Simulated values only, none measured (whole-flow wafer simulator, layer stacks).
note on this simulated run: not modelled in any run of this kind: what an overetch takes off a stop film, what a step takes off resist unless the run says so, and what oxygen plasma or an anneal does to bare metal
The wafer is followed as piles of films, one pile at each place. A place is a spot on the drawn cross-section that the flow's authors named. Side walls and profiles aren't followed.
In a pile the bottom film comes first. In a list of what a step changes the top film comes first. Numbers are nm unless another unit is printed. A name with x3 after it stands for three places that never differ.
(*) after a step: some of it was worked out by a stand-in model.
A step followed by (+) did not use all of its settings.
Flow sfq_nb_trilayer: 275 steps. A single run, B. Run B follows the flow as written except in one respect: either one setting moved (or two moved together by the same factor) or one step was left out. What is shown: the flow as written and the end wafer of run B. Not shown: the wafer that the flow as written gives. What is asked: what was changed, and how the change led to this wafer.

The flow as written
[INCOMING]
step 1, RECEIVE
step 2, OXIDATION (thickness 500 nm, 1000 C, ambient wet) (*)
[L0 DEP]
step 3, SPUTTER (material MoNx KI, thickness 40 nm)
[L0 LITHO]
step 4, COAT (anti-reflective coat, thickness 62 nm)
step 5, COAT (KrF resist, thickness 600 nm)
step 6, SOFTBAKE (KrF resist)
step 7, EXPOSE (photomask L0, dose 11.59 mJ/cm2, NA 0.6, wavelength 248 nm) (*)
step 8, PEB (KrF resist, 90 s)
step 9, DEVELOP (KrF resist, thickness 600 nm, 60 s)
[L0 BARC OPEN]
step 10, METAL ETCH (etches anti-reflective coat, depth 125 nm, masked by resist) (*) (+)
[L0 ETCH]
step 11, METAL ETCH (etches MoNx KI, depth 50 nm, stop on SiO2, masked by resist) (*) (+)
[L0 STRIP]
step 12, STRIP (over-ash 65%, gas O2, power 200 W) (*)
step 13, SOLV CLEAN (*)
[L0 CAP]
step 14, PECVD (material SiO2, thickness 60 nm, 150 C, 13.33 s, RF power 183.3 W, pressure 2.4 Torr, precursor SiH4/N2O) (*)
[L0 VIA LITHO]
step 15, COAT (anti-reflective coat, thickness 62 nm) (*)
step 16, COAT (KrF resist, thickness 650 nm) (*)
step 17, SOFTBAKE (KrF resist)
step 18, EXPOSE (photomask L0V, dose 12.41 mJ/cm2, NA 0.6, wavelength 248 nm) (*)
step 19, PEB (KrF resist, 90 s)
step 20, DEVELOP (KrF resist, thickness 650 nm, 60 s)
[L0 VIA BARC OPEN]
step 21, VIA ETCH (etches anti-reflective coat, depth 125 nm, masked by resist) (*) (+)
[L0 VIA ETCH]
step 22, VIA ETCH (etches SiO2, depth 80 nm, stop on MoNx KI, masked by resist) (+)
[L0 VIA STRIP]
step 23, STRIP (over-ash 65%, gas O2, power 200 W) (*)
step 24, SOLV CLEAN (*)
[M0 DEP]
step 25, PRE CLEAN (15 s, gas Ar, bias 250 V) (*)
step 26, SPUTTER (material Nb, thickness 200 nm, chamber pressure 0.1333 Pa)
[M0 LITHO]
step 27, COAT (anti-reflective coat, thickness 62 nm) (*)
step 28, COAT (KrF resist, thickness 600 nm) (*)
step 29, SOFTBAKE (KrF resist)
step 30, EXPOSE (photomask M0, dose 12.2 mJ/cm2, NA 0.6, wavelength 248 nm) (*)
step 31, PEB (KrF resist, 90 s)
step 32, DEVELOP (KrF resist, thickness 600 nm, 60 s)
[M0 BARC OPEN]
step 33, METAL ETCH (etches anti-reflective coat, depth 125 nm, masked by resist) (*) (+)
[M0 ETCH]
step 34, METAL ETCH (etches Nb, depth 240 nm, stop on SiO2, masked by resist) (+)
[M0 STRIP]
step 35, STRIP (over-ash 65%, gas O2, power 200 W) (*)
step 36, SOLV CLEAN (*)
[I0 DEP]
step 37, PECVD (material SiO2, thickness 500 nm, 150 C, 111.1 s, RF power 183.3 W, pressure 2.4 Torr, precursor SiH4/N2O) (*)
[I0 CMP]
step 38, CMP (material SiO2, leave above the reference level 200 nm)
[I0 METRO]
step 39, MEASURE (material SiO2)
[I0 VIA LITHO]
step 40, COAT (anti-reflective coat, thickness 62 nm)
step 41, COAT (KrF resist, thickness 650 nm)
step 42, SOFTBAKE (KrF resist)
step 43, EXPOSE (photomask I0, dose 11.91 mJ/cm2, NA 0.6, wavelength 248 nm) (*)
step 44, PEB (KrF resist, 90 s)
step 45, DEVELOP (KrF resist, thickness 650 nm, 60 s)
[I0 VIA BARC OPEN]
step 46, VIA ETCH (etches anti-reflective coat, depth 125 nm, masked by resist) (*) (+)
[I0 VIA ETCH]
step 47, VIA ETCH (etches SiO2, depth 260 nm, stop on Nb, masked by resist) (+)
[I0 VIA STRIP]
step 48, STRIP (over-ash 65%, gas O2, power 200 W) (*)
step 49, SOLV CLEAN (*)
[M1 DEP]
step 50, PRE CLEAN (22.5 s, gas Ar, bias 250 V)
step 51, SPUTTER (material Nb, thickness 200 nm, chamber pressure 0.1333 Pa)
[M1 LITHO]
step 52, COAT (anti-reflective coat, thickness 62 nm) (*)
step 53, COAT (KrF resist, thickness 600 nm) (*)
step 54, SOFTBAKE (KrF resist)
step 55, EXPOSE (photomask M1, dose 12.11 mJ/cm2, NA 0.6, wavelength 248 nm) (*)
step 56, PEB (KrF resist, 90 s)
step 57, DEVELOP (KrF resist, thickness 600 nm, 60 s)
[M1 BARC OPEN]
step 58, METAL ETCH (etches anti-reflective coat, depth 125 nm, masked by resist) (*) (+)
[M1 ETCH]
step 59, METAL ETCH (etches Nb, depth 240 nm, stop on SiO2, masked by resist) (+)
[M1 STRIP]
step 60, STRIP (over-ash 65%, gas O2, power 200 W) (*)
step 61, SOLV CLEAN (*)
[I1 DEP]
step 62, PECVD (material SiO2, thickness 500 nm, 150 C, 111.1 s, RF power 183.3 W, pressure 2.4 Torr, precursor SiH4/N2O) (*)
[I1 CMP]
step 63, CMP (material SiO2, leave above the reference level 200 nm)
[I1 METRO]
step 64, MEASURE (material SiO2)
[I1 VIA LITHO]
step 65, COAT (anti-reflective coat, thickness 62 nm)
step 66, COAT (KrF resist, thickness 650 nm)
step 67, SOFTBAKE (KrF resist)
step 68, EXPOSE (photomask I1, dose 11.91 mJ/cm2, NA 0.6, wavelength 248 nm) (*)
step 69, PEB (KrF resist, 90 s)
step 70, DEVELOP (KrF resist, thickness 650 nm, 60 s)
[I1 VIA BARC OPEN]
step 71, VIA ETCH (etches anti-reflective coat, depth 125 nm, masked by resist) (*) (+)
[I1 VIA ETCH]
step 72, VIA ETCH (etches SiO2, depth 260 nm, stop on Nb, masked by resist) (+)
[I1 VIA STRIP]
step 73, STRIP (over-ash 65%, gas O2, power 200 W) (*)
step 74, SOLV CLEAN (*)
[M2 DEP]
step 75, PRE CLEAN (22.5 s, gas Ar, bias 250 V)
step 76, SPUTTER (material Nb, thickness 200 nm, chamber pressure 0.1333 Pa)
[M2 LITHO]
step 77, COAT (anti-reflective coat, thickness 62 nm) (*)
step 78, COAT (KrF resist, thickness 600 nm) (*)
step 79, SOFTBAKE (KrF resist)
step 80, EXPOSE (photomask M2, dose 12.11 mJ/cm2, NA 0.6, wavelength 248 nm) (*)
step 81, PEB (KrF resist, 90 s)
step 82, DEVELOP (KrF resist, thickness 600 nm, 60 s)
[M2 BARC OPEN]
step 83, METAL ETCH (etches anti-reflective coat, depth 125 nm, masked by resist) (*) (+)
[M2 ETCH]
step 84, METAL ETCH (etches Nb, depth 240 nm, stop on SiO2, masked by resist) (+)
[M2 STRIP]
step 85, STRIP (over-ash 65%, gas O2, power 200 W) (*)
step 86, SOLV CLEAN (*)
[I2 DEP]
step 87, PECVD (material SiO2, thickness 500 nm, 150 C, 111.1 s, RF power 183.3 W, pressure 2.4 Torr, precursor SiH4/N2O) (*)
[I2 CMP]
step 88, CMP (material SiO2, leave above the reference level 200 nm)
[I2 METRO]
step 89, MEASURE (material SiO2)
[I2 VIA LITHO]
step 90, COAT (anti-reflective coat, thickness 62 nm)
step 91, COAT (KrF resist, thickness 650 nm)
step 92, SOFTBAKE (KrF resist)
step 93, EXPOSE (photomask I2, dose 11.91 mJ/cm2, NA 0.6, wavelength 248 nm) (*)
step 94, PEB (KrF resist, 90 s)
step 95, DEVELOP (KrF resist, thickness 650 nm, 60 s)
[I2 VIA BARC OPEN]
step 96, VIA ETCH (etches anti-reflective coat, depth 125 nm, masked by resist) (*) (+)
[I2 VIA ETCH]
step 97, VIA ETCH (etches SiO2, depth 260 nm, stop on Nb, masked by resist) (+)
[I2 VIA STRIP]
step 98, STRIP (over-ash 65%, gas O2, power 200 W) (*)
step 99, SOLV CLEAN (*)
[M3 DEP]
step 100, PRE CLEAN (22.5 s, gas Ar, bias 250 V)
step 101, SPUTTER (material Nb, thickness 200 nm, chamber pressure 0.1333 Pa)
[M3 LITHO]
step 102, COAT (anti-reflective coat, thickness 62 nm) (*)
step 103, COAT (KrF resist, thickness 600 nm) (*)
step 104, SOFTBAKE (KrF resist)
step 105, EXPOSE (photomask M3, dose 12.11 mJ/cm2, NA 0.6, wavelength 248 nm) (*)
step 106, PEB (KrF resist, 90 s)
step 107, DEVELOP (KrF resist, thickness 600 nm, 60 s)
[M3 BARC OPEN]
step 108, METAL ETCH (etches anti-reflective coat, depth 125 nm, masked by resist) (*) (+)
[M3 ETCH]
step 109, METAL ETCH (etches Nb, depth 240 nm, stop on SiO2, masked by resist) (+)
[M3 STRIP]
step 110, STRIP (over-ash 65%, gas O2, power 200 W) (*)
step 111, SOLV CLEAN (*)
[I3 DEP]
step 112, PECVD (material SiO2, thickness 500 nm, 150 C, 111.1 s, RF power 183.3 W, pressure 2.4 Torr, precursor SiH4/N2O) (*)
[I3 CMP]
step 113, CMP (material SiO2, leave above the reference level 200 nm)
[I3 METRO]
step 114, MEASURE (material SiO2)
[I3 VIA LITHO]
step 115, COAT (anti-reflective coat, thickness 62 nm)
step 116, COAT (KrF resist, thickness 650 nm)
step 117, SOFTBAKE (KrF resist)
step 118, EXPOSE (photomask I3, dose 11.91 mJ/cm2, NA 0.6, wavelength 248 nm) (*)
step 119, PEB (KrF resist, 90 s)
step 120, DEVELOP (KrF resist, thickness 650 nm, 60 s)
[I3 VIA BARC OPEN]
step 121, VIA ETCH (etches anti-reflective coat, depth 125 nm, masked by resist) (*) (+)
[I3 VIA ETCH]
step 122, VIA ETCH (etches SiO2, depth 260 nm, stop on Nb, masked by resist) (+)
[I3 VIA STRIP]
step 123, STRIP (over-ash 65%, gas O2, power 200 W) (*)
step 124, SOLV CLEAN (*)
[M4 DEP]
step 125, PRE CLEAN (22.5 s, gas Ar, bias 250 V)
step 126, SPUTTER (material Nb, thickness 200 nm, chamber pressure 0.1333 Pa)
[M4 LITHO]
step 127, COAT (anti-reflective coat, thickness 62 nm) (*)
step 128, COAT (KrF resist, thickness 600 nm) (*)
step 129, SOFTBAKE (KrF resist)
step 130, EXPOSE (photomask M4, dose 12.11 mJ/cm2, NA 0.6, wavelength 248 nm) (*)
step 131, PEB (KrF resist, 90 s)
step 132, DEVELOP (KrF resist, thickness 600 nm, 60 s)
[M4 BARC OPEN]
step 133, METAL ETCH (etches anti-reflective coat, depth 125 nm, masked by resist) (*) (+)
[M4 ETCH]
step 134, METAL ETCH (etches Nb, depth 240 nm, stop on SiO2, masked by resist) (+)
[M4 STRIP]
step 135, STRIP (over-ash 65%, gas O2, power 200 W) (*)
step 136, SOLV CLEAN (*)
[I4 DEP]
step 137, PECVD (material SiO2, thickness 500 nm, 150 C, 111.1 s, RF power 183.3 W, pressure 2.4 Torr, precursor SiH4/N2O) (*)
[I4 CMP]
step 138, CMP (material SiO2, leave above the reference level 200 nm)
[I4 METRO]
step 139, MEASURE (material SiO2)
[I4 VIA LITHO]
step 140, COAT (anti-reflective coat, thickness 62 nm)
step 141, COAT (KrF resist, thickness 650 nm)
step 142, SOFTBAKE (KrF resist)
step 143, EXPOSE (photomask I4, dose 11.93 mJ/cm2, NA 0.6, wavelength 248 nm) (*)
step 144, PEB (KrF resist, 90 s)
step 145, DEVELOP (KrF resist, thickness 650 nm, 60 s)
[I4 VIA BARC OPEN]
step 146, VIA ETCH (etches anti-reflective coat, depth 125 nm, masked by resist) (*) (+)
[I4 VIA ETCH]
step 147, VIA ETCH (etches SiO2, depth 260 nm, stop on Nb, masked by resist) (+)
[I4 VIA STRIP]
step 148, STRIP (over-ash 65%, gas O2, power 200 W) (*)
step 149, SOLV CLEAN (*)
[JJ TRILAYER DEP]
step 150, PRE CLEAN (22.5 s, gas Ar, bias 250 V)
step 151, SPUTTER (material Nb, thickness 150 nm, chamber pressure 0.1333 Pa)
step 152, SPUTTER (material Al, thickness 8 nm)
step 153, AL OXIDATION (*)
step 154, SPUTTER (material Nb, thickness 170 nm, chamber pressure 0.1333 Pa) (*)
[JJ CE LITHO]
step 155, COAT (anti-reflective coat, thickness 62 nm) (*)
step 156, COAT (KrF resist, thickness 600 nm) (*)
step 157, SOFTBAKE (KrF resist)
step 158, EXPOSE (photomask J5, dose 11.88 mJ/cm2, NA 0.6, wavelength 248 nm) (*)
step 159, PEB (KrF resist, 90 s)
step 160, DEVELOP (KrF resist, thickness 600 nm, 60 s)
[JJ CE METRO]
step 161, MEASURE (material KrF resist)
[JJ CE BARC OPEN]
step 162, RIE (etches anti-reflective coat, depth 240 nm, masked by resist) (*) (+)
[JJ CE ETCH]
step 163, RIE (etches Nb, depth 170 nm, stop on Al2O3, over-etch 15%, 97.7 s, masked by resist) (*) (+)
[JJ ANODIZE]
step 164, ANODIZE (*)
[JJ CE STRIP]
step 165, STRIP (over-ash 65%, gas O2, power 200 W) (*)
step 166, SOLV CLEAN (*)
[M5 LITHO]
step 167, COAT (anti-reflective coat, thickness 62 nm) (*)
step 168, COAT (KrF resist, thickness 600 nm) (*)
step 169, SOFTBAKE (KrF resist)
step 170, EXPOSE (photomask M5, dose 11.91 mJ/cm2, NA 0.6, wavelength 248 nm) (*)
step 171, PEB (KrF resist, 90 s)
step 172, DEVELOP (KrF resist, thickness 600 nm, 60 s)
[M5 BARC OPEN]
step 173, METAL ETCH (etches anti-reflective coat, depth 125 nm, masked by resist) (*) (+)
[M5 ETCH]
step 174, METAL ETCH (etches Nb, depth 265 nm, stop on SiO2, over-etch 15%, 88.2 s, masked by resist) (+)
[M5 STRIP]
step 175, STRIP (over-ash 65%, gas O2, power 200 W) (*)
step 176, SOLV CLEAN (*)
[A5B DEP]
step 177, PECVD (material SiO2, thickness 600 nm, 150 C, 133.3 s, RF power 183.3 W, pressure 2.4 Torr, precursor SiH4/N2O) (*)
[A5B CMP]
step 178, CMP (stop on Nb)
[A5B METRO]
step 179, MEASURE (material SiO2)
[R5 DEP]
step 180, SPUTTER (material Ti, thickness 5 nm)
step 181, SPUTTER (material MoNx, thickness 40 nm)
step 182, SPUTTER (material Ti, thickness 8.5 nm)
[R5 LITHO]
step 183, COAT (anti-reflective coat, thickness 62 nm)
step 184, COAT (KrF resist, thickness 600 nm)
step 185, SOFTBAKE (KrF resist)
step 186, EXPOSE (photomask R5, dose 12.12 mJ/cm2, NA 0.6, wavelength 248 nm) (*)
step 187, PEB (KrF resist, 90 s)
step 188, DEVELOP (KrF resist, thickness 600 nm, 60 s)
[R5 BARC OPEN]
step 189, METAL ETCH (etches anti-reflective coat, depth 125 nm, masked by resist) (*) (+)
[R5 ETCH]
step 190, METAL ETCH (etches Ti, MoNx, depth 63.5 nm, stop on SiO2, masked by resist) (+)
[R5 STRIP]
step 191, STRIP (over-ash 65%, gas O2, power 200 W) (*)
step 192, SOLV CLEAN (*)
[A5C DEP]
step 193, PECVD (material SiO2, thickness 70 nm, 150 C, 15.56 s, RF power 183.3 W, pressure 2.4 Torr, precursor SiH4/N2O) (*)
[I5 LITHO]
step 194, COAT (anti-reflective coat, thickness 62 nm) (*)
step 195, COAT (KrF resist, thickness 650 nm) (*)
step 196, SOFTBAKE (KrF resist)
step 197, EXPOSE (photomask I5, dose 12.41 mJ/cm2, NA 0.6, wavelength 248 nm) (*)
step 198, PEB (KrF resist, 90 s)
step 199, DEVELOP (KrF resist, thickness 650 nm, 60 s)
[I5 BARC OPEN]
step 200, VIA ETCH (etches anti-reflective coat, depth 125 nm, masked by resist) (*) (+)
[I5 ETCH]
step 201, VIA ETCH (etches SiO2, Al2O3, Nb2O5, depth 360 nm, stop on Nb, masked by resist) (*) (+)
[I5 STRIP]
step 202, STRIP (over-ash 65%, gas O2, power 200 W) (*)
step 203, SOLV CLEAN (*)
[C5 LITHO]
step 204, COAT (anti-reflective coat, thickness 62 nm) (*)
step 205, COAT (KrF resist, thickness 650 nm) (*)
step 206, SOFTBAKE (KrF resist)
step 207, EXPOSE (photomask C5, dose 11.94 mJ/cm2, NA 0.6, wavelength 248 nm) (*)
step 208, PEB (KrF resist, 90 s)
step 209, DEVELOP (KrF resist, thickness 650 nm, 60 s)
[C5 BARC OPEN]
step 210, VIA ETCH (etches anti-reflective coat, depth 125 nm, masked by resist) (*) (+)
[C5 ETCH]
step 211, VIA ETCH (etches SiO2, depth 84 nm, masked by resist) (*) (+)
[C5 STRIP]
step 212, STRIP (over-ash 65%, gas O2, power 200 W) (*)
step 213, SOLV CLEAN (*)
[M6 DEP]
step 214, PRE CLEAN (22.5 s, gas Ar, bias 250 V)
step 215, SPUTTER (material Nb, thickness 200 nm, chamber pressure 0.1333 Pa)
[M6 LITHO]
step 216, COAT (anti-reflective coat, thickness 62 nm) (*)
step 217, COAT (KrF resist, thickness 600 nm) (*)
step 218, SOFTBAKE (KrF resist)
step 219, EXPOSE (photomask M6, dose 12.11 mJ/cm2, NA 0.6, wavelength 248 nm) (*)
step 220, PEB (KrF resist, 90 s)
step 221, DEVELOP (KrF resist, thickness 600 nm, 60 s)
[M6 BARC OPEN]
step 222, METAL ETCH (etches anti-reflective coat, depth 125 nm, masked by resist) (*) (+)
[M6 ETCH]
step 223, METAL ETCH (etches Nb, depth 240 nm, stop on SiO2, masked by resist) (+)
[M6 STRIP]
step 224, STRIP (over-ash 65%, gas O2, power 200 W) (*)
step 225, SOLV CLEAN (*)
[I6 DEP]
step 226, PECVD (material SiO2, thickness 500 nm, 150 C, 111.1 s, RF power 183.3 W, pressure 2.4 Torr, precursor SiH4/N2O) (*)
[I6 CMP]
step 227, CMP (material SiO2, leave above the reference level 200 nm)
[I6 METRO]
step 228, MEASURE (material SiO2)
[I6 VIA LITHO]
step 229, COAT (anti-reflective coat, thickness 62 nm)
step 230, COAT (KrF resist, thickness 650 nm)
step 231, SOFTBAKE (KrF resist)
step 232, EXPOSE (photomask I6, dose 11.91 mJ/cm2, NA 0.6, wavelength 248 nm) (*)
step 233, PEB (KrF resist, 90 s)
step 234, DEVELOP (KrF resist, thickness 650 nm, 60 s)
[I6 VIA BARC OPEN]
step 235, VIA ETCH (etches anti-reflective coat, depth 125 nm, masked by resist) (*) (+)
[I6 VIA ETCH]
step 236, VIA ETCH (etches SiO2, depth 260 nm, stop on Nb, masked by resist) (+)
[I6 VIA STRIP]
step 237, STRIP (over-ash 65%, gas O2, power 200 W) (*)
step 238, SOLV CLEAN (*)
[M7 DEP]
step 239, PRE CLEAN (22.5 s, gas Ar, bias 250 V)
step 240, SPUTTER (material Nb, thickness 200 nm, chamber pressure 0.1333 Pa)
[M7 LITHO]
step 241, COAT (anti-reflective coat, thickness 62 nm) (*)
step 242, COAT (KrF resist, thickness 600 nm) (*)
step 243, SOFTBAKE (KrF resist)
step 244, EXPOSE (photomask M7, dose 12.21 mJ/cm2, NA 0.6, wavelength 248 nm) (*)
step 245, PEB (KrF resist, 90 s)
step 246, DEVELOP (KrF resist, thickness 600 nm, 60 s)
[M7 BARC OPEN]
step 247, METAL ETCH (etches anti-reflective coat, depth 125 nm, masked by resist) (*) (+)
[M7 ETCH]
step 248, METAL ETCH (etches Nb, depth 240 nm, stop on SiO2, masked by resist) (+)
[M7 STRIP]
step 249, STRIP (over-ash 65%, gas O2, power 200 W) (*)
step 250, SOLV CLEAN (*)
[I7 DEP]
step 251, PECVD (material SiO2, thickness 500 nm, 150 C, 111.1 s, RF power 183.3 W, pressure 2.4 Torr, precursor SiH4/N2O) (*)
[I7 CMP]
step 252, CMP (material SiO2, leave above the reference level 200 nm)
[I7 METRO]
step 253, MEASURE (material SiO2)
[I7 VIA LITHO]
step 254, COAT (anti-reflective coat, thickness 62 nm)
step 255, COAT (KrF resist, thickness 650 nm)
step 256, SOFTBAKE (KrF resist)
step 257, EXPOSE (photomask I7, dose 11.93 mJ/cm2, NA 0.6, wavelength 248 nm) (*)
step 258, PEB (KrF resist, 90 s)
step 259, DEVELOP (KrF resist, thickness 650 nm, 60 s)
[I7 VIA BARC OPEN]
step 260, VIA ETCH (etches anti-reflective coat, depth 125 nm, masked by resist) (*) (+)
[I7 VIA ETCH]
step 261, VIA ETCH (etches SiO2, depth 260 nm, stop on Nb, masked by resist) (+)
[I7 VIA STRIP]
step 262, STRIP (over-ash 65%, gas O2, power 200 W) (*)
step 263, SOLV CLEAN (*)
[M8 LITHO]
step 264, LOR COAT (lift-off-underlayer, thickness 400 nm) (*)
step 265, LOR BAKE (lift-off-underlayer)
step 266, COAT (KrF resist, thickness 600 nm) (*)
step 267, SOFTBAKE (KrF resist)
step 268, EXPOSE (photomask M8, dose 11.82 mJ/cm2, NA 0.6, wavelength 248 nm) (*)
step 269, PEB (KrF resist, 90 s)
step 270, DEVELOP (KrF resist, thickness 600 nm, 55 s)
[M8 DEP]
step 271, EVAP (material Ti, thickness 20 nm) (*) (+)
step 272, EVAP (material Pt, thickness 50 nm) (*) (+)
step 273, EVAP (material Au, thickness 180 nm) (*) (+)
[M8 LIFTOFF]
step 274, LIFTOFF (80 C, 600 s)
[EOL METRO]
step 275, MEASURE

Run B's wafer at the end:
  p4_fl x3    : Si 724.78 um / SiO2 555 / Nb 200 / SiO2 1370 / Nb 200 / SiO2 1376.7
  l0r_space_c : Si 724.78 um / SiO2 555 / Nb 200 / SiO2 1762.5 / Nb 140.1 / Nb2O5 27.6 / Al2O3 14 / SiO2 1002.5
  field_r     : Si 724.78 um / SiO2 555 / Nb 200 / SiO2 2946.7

The reason: step 152, SPUTTER: thickness 8.8 nm was run, though the flow has thickness 8 nm.

The path from the change to this, step by step:
  step 152, SPUTTER (material Al, thickness 8 nm)
      field_l, v_sur, via_sp and 100 more: +8.8 Al (new film) (in the flow as written it would be: +8 Al (new film))
      via_wl, via_wr: +5.65 Al (new film) (in the flow as written it would be: +5.14 Al (new film))
      (as well as at 1 more place)
  step 164, ANODIZE (*)
      field_l, v_sur, via_sp and 96 more: +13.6 Al2O3, +27.6 Nb2O5 (new film), -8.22 Al (all of it), -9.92 Nb (in the flow as written it would be: +12.2 Al2O3, +29.9 Nb2O5 (new film), -7.42 Al (all of it), -10.8 Nb)
      via_wl, via_wr: +8.37 Al2O3 (new film), +37.7 Nb2O5 (new film), -5.07 Al (all of it), -13.6 Nb (in the flow as written it would be: +7.52 Al2O3 (new film), +39.2 Nb2O5 (new film), -4.56 Al (all of it), -14.1 Nb)
      (as well as at 1 more place)
  step 167, COAT (anti-reflective coat, thickness 62 nm) (*)
      ce_l: +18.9 anti-reflective coat (new film) (in the flow as written it would be: +19.6 anti-reflective coat (new film))
      ce_r: +19 anti-reflective coat (new film) (in the flow as written it would be: +19.7 anti-reflective coat (new film))
  step 174, METAL ETCH (etches Nb, depth 265 nm, stop on SiO2, over-etch 15%, 88.2 s, masked by resist) (+)
      field_l, r_sur, res and 50 more: -13.9 Al2O3 (all of it), -27.6 Nb2O5 (all of it), -140.1 Nb (all of it), -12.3 SiO2 (in the flow as written it would be: -12.6 Al2O3 (all of it), -29.9 Nb2O5 (all of it), -139.2 Nb (all of it), -12.3 SiO2)
  step 175, STRIP (over-ash 65%, gas O2, power 200 W) (*)
      ce_l: -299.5 KrF resist (all of it), -18.9 anti-reflective coat (all of it) (in the flow as written it would be: -299.6 KrF resist (all of it), -19.6 anti-reflective coat (all of it))
      ce_r: -299.7 KrF resist (all of it), -19 anti-reflective coat (all of it) (in the flow as written it would be: -299.9 KrF resist (all of it), -19.7 anti-reflective coat (all of it))
  step 201, VIA ETCH (etches SiO2, Al2O3, Nb2O5, depth 360 nm, stop on Nb, masked by resist) (*) (+)
      be: -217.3 SiO2 (all of it), -14 Al2O3 (all of it), -27.6 Nb2O5 (all of it) (in the flow as written it would be: -216.4 SiO2 (all of it), -12.7 Al2O3 (all of it), -29.9 Nb2O5 (all of it))
